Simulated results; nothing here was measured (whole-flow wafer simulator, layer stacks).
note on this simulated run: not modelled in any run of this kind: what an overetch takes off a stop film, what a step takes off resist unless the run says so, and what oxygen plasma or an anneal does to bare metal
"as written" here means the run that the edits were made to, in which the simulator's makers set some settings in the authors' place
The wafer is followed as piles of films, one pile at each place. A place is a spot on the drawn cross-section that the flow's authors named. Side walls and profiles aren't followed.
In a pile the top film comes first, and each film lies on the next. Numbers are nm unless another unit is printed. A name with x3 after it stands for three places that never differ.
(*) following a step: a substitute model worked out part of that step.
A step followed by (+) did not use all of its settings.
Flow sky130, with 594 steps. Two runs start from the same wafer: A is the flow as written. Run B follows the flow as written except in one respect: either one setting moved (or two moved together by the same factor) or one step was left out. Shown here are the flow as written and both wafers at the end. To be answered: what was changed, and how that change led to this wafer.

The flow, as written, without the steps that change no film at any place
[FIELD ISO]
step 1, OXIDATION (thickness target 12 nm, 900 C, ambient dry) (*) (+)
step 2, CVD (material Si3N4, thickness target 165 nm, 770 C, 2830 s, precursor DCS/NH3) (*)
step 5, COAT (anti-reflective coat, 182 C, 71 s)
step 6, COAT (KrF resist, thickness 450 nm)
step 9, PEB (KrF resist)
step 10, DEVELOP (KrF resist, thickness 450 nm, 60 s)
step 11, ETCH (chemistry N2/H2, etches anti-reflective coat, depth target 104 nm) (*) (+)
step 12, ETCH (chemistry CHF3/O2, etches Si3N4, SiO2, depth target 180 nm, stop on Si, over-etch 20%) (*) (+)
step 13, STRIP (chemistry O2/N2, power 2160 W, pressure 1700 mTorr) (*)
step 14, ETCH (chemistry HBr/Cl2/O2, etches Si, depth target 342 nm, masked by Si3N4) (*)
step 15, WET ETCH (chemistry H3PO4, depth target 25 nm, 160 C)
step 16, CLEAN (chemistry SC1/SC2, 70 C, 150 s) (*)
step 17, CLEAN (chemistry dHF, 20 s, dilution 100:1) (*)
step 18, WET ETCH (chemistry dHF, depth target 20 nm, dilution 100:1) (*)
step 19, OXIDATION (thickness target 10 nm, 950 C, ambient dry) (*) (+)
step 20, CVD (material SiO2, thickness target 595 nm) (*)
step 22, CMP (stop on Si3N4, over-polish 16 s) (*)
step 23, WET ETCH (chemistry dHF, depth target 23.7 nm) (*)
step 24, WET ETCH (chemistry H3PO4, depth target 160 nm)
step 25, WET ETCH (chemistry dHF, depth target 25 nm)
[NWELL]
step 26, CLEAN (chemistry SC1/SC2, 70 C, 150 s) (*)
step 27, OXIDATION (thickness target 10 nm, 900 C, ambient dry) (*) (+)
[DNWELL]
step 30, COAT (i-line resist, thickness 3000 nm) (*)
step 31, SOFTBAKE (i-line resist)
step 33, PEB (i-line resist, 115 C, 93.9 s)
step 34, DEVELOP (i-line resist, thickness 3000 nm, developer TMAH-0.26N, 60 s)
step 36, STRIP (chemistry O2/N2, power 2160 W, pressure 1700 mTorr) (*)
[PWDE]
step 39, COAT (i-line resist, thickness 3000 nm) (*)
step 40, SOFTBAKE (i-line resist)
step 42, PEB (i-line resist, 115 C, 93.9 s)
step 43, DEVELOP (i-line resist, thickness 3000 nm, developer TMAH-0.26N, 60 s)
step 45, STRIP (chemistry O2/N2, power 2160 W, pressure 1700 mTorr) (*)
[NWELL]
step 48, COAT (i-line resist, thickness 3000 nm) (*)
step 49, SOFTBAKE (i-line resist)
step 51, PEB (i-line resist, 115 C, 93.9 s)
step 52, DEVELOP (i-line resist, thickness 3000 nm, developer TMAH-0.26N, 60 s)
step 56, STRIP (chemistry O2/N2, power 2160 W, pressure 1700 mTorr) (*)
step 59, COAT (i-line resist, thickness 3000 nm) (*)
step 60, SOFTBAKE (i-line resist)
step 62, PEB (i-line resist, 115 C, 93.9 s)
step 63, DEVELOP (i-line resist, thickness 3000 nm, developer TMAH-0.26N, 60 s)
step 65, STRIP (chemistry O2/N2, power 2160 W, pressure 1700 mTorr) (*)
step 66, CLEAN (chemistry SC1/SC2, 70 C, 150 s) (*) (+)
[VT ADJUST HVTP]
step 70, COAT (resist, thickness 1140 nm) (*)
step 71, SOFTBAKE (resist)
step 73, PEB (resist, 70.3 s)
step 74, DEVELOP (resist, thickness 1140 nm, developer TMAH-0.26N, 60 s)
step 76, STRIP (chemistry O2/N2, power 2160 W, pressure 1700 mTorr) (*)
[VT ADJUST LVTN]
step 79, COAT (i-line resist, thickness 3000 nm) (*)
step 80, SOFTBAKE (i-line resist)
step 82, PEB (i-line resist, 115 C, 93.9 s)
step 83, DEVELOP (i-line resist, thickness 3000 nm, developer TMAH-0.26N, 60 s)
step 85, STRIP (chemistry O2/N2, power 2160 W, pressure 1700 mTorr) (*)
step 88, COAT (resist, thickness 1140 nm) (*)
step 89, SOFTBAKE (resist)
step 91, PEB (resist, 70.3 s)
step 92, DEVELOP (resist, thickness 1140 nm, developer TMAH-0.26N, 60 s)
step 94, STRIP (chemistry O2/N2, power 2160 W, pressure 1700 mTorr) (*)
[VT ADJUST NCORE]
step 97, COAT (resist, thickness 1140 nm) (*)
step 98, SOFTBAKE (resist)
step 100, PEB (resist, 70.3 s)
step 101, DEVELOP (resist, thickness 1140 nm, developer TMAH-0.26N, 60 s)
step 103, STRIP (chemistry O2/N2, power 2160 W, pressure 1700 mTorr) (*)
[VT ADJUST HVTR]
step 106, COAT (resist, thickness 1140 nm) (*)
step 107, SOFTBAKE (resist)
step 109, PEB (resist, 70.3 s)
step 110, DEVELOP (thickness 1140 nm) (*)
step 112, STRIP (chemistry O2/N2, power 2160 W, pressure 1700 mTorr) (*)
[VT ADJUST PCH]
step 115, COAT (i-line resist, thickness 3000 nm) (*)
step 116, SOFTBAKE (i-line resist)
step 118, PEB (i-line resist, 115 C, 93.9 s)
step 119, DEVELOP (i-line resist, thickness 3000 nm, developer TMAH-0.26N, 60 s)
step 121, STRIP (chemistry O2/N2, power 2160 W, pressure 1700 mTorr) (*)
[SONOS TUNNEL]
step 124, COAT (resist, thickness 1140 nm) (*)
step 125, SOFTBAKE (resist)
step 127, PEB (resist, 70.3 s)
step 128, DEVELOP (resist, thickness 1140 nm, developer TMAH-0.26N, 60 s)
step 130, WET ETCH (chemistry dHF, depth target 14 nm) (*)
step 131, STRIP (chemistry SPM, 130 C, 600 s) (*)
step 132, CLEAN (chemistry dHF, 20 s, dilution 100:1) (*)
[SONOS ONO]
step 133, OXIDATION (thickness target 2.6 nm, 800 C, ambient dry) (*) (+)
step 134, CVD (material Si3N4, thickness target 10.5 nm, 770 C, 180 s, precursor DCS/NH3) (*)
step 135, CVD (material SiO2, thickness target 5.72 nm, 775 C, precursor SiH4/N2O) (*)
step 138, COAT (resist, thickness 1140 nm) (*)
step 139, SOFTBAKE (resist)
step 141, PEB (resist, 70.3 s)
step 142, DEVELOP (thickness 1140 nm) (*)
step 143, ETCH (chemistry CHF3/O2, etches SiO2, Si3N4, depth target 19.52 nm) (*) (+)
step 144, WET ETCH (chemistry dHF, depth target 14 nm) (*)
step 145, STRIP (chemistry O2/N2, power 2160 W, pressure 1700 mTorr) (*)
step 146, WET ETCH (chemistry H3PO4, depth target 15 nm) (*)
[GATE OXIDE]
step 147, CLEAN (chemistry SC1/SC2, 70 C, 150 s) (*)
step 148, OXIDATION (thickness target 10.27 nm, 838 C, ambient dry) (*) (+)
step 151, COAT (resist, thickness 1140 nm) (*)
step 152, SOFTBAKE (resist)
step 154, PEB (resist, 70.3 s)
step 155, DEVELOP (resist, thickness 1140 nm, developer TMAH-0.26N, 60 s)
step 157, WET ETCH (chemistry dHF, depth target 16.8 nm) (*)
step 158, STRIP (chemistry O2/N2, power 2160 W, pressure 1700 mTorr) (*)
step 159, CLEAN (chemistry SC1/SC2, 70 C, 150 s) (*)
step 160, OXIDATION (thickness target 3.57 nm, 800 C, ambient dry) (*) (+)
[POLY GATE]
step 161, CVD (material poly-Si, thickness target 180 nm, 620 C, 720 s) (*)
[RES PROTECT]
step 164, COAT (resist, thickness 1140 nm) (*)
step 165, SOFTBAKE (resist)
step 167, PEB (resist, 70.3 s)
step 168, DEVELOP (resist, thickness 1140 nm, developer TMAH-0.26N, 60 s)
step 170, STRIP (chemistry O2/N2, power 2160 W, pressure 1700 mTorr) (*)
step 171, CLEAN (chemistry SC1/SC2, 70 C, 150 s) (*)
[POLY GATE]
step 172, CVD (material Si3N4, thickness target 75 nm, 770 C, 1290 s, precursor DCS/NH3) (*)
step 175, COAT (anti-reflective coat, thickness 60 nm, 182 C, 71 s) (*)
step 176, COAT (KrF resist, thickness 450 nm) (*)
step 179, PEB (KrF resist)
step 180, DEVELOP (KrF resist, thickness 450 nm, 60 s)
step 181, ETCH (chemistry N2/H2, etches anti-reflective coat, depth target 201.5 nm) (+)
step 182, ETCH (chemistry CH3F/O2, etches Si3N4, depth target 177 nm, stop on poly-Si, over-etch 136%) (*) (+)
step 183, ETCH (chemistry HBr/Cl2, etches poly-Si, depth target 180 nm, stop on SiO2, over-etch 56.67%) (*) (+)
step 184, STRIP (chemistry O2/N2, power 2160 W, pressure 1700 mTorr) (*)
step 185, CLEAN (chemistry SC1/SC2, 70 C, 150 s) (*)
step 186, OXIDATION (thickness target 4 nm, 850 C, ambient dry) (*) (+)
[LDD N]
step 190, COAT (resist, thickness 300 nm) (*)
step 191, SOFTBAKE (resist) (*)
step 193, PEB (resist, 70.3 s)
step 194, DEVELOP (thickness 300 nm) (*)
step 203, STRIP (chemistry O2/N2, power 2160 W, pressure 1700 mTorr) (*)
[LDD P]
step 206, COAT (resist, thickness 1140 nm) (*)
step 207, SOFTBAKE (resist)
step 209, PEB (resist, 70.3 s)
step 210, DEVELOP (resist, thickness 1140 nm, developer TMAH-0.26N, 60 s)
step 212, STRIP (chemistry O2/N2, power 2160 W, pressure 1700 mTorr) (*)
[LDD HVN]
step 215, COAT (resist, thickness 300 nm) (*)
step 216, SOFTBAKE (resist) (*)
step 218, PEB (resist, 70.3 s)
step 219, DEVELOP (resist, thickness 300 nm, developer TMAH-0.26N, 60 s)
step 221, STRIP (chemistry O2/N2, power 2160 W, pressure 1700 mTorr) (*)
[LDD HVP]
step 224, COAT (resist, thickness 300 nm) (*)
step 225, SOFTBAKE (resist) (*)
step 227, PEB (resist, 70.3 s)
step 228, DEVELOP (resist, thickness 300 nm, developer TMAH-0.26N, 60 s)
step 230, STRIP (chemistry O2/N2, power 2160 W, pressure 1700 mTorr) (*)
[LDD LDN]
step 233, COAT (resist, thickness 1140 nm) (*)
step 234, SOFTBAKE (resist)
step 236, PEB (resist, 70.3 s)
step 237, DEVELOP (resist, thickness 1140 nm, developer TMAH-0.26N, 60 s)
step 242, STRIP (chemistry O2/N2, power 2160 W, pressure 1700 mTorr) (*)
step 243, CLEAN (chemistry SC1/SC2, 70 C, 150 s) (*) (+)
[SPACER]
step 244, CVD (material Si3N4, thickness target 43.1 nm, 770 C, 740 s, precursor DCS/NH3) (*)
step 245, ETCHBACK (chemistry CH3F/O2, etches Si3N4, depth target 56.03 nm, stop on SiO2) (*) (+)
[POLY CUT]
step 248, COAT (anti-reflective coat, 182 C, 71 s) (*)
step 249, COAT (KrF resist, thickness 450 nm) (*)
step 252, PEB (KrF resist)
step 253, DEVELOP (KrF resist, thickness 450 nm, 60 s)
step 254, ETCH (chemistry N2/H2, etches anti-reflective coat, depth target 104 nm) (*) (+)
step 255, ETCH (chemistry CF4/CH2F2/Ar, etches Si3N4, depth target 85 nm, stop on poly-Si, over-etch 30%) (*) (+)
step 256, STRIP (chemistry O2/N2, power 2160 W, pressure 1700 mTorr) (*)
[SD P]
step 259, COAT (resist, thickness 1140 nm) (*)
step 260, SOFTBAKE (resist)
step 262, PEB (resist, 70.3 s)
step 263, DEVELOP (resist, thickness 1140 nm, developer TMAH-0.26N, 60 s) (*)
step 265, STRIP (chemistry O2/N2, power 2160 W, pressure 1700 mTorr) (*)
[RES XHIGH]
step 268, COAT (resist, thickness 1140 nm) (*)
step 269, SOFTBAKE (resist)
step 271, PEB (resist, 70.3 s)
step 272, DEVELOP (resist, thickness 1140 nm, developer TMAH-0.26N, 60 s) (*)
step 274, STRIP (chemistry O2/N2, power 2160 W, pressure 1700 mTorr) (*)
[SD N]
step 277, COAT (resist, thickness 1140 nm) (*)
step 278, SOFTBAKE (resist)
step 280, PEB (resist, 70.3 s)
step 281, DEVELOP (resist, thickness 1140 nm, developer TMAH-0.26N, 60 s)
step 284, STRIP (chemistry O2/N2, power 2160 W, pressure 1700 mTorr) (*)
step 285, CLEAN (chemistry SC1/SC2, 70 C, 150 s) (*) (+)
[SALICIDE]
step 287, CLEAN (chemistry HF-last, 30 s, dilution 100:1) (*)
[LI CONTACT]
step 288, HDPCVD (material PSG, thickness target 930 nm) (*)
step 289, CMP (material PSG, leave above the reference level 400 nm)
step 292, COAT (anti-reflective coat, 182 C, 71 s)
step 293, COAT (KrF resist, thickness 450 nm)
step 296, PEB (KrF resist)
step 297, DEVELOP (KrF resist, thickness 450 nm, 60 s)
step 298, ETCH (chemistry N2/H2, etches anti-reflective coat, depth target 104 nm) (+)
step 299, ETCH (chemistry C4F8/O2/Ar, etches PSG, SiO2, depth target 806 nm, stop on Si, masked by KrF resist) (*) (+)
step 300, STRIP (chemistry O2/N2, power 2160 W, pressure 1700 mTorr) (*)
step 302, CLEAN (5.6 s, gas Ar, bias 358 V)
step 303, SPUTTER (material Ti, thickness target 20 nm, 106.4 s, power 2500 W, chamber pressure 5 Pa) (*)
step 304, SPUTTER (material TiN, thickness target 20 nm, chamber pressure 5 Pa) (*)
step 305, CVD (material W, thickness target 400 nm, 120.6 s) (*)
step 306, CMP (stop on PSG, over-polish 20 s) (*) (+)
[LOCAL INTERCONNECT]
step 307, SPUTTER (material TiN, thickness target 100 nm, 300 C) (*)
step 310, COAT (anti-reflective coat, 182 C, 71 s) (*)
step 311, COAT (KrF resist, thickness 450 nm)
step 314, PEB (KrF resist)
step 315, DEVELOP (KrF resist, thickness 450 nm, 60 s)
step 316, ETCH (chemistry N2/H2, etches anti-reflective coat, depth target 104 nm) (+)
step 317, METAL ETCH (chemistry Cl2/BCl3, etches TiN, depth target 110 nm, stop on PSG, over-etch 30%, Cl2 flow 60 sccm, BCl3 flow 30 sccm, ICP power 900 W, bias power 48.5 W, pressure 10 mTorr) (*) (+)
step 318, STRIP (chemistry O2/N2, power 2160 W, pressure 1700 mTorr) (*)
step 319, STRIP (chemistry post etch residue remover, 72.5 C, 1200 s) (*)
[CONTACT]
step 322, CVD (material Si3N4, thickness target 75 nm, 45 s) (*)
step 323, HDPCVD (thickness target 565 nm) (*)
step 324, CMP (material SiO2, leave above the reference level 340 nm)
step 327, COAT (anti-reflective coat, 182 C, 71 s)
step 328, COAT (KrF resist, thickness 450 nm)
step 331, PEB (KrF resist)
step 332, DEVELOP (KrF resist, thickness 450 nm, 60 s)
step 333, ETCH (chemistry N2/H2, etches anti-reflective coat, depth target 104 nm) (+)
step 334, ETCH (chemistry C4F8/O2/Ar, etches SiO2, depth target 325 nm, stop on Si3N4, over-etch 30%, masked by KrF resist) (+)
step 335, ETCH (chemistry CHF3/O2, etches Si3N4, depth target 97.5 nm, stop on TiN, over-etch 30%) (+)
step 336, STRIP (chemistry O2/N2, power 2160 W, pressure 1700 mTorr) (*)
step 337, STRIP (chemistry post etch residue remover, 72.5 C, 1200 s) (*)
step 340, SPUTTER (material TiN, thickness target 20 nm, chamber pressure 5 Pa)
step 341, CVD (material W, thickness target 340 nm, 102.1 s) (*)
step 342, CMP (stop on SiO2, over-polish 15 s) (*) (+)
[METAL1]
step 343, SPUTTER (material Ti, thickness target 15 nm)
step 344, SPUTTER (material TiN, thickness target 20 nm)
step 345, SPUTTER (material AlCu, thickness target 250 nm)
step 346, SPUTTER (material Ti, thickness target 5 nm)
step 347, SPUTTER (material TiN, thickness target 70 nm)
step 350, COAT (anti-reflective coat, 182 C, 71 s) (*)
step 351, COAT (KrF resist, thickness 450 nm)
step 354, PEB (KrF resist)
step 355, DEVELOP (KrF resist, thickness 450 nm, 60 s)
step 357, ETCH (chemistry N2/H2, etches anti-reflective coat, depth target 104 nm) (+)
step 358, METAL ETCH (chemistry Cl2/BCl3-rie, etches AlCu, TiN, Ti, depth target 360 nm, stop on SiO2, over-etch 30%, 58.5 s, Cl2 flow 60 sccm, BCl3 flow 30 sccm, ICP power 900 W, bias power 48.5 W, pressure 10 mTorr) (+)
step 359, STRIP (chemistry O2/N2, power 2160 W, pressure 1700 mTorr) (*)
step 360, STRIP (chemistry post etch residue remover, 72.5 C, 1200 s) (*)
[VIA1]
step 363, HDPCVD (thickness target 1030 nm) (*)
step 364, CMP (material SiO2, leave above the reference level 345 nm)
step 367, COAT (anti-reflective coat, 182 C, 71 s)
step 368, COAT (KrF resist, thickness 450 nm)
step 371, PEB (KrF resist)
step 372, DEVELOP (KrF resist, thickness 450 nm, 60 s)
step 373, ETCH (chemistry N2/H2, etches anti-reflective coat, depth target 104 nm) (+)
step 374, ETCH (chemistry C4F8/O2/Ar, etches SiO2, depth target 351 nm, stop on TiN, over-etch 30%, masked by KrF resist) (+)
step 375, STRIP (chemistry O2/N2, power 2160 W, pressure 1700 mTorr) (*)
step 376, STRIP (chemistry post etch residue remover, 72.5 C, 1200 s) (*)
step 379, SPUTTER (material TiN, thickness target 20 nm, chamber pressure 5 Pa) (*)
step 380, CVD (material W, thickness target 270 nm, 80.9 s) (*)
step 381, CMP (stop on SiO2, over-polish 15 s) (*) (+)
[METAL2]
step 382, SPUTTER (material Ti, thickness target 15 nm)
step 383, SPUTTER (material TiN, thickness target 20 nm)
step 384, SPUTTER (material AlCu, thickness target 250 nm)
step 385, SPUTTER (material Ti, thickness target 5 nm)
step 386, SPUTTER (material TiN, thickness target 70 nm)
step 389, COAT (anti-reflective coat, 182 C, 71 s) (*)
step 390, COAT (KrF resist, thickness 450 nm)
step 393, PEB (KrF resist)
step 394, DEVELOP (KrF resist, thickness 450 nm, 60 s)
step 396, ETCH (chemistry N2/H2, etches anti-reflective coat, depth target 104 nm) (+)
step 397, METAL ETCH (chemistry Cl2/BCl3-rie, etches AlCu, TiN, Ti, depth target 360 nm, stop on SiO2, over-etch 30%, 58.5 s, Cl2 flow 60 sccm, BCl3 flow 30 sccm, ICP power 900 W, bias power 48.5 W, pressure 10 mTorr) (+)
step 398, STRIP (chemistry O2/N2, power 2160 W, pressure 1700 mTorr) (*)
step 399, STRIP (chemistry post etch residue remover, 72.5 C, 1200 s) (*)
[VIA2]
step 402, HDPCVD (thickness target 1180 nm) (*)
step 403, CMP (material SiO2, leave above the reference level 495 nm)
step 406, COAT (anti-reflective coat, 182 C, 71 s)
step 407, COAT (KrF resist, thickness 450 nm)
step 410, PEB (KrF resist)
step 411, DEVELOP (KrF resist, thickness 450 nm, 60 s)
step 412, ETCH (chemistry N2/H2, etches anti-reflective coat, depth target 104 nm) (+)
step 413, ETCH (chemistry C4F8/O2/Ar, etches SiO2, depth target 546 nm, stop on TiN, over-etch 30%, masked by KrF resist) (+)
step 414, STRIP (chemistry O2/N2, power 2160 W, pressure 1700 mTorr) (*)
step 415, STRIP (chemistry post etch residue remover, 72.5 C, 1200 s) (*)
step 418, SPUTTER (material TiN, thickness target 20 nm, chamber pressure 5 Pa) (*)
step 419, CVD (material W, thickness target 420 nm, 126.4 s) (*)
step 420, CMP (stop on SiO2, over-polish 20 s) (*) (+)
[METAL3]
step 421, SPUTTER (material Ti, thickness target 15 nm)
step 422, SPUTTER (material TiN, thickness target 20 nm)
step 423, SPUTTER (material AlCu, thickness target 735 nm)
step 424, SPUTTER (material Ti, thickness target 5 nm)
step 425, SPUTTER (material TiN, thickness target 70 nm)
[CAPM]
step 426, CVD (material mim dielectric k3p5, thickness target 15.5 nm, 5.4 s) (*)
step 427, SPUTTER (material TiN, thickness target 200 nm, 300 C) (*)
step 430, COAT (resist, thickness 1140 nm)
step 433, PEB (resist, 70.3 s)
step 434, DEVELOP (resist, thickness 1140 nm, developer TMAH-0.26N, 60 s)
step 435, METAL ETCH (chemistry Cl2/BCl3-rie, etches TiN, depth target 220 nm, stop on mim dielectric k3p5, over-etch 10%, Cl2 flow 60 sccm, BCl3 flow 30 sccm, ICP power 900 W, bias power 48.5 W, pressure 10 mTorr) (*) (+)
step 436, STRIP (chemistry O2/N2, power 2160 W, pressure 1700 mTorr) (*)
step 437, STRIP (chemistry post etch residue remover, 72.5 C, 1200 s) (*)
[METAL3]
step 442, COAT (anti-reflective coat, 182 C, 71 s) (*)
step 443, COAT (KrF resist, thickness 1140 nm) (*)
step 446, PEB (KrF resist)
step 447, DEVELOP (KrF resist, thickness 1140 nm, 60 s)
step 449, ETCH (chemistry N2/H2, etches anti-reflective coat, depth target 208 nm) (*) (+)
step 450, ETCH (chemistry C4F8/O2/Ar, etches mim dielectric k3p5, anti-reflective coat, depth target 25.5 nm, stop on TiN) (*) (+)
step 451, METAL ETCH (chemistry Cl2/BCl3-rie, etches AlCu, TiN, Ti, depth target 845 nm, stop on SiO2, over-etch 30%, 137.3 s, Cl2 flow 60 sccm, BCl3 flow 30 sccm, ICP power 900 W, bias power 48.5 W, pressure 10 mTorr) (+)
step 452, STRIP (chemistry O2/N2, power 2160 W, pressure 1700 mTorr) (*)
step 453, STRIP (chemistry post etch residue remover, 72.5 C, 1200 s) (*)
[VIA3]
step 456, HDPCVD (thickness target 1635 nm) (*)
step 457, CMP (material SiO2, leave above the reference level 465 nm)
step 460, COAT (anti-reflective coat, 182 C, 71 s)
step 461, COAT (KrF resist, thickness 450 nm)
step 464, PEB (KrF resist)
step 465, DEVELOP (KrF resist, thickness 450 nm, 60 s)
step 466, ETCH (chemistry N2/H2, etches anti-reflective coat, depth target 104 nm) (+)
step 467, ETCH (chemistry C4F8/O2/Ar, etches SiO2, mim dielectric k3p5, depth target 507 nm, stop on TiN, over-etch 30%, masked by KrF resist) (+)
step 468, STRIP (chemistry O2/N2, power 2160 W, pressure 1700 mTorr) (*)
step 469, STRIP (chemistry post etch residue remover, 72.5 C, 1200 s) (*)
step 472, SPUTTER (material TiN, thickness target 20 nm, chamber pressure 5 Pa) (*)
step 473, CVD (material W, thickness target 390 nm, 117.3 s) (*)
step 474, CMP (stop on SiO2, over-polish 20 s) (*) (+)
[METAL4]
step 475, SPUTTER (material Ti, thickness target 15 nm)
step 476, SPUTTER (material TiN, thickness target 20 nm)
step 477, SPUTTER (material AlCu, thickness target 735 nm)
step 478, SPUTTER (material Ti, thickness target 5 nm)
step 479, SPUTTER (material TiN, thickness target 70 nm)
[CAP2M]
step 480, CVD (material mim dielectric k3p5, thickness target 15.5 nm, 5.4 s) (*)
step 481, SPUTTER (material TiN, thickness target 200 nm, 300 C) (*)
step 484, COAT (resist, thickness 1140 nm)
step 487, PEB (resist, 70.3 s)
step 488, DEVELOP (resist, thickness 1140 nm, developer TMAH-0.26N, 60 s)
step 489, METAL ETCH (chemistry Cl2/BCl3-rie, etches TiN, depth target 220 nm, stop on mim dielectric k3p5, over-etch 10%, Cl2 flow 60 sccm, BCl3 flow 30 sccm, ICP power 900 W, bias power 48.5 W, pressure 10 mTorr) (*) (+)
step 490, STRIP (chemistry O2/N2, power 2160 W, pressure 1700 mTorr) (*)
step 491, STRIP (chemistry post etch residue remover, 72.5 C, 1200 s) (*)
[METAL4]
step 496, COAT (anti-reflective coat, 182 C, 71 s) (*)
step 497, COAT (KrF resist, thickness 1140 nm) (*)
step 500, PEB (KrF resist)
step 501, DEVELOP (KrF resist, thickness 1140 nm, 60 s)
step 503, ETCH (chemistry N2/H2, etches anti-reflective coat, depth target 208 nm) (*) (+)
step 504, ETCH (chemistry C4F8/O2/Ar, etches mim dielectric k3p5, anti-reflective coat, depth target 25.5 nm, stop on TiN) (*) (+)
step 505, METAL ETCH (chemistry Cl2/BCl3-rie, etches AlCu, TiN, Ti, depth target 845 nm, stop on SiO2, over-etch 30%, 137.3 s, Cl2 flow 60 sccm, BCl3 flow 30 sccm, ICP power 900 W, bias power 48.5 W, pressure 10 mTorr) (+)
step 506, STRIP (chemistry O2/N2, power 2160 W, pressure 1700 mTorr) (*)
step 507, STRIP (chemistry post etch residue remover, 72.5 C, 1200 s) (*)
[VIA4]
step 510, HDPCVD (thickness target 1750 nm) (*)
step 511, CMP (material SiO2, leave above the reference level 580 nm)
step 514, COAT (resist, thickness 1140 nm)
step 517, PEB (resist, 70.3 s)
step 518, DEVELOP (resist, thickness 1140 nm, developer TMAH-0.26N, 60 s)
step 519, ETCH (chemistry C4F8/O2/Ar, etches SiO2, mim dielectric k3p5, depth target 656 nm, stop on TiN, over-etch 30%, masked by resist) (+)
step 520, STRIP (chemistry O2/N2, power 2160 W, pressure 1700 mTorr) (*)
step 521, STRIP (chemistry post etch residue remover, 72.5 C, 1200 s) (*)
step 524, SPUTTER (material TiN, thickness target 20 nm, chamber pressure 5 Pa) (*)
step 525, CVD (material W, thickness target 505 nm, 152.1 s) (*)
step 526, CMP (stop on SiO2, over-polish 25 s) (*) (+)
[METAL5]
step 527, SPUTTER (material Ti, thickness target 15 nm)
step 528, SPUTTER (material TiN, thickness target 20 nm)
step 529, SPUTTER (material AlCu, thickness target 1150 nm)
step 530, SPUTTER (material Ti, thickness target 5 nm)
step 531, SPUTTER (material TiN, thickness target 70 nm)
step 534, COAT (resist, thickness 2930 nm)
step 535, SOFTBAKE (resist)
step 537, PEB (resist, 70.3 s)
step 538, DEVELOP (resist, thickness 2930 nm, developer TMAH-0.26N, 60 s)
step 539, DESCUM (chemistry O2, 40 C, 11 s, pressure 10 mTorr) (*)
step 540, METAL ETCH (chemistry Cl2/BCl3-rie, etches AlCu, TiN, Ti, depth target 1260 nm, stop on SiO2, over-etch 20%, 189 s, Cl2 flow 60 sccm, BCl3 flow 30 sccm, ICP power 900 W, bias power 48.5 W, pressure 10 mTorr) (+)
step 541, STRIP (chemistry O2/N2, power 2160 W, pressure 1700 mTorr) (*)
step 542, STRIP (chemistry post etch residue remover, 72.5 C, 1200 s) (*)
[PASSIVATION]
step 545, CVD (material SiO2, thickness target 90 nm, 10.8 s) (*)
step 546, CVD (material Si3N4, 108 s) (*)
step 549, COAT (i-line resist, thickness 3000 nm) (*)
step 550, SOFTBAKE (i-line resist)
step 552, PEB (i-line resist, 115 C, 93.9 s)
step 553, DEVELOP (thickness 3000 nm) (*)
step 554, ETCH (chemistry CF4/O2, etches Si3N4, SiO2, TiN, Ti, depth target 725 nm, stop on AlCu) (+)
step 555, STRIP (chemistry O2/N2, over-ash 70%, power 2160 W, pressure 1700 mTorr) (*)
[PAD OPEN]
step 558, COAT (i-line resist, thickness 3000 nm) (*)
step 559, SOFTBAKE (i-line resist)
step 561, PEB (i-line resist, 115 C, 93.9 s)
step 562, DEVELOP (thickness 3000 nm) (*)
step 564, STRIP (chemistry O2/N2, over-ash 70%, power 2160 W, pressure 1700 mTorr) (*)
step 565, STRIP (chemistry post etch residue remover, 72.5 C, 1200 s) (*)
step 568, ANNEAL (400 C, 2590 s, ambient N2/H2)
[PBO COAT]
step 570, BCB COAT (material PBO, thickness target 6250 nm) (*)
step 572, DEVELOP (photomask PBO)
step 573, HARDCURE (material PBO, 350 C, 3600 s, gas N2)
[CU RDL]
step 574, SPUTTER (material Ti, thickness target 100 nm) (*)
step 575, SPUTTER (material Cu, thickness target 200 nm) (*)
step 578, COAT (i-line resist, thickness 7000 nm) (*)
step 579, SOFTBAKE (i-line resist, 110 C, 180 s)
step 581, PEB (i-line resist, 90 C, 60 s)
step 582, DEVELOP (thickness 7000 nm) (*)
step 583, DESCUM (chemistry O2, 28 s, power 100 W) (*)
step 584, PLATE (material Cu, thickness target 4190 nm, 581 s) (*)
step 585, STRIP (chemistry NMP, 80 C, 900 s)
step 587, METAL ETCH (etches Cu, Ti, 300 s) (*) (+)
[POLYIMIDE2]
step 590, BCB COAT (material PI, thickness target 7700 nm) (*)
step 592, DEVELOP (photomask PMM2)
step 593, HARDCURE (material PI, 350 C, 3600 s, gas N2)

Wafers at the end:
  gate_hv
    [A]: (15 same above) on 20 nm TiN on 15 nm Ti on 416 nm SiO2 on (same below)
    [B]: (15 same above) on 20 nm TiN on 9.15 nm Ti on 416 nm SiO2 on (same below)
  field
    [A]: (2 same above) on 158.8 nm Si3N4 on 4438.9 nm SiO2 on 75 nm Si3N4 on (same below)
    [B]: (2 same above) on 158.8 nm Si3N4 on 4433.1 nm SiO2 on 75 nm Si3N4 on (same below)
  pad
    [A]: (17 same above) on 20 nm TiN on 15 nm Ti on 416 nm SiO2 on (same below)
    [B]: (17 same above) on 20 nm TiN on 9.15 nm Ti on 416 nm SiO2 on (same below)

What caused this: step 421, SPUTTER: thickness target 9.15 nm was run, though the flow has thickness target 15 nm.
The wafer itself shows it: gate_hv has Ti 9.15, and step 421 as written asks for 15 nm.

Step by step, how the change led to this:
  step 421, SPUTTER (material Ti, thickness target 15 nm)
      field, active, n_well and 188 more: A Ti gains 15 (new film) | B Ti gains 9.15 (new film)
  step 451, METAL ETCH (chemistry Cl2/BCl3-rie, etches AlCu, TiN, Ti, depth target 845 nm, stop on SiO2, over-etch 30%, 137.3 s, Cl2 flow 60 sccm, BCl3 flow 30 sccm, ICP power 900 W, bias power 48.5 W, pressure 10 mTorr) (+)
      field, gate, spacer and 68 more: A TiN loses 70 (all of it), Ti loses 5 (all of it), AlCu loses 735 (all of it), TiN loses 20 (all of it), Ti loses 15 (all of it), SiO2 loses 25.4 | B TiN loses 70 (all of it), Ti loses 5 (all of it), AlCu loses 735 (all of it), TiN loses 20 (all of it), Ti loses 9.15 (all of it), SiO2 loses 25.9
      active, vpp_ln, vpp_iso2 and 11 more: A TiN loses 70 (all of it), Ti loses 5 (all of it), AlCu loses 735 (all of it), TiN loses 20 (all of it), Ti loses 15 (all of it), SiO2 loses 25.3 | B TiN loses 70 (all of it), Ti loses 5 (all of it), AlCu loses 735 (all of it), TiN loses 20 (all of it), Ti loses 9.15 (all of it), SiO2 loses 25.9
